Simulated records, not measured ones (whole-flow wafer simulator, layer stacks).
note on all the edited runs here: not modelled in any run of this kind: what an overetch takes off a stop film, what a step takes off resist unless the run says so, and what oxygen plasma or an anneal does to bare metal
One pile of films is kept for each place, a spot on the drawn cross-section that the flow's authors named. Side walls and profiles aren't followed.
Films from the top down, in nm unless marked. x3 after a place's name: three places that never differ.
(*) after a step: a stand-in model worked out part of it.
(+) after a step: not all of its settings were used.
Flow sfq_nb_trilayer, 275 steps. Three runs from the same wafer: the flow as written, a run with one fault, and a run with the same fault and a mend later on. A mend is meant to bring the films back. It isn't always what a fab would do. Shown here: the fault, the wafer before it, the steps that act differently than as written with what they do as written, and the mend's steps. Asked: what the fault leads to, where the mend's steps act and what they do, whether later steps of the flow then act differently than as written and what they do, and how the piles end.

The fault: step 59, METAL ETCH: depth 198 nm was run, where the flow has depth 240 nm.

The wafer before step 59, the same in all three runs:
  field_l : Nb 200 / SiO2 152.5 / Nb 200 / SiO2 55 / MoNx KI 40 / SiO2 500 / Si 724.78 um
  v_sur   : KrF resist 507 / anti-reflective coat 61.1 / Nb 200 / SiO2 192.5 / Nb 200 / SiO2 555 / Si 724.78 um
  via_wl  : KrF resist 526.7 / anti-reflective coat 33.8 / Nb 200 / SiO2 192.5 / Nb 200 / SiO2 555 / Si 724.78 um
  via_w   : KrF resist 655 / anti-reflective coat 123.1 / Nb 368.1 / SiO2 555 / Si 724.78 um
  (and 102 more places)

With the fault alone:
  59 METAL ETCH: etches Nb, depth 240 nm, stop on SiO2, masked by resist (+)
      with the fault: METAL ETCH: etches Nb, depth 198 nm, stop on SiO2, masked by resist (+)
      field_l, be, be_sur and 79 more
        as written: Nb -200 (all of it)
        with the fault: Nb -198
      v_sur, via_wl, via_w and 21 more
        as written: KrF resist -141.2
        with the fault: KrF resist -116.5
  Later steps of the flow that act differently than as written:
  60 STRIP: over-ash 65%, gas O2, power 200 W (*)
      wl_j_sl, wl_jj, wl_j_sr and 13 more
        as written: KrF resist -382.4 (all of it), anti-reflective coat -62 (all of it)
        with the fault: KrF resist -407.1 (all of it), anti-reflective coat -62 (all of it)
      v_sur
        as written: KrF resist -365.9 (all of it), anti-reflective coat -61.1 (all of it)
        with the fault: KrF resist -390.6 (all of it), anti-reflective coat -61.1 (all of it)
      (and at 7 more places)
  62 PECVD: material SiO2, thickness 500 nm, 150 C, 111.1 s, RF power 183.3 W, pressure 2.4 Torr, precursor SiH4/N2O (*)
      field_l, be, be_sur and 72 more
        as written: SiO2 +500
        with the fault: SiO2 +500 (new film)
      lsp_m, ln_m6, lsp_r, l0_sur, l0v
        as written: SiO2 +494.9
        with the fault: SiO2 +494.9 (new film)
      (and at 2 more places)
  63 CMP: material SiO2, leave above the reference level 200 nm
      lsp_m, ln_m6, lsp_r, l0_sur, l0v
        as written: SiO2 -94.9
        with the fault: SiO2 -96.9
  At the end the piles differ from the flow's by more than 2% or 0.5 nm, whichever is larger, at field_l, be, be_sur and 79 more.
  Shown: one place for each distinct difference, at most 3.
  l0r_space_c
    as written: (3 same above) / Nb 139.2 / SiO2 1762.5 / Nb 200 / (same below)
    with the fault: (3 same above) / Nb 139.2 / SiO2 1568 / Nb 2 / SiO2 192.5 / Nb 200 / (same below)
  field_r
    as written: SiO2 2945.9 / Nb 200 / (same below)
    with the fault: SiO2 2751.4 / Nb 2 / SiO2 192.5 / Nb 200 / (same below)
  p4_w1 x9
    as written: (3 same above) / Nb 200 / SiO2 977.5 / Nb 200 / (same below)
    with the fault: (3 same above) / Nb 200 / SiO2 783 / Nb 2 / SiO2 192.5 / Nb 200 / (same below)

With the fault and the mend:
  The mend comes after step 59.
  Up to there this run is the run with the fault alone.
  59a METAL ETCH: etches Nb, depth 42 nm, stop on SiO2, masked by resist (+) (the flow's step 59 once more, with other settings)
      field_l, be, be_sur and 79 more
        Nb -2 (all of it)
      v_sur, via_wl, via_w and 21 more
        KrF resist -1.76
  Later steps of the flow that act differently than as written:
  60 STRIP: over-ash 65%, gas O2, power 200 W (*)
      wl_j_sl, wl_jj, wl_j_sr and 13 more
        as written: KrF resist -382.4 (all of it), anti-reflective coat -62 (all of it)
        with the mend: KrF resist -405.3 (all of it), anti-reflective coat -62 (all of it)
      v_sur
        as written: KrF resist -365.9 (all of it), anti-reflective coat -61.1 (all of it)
        with the mend: KrF resist -388.8 (all of it), anti-reflective coat -61.1 (all of it)
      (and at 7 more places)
  At the end the piles are the same as the flow's at every place that both follow.
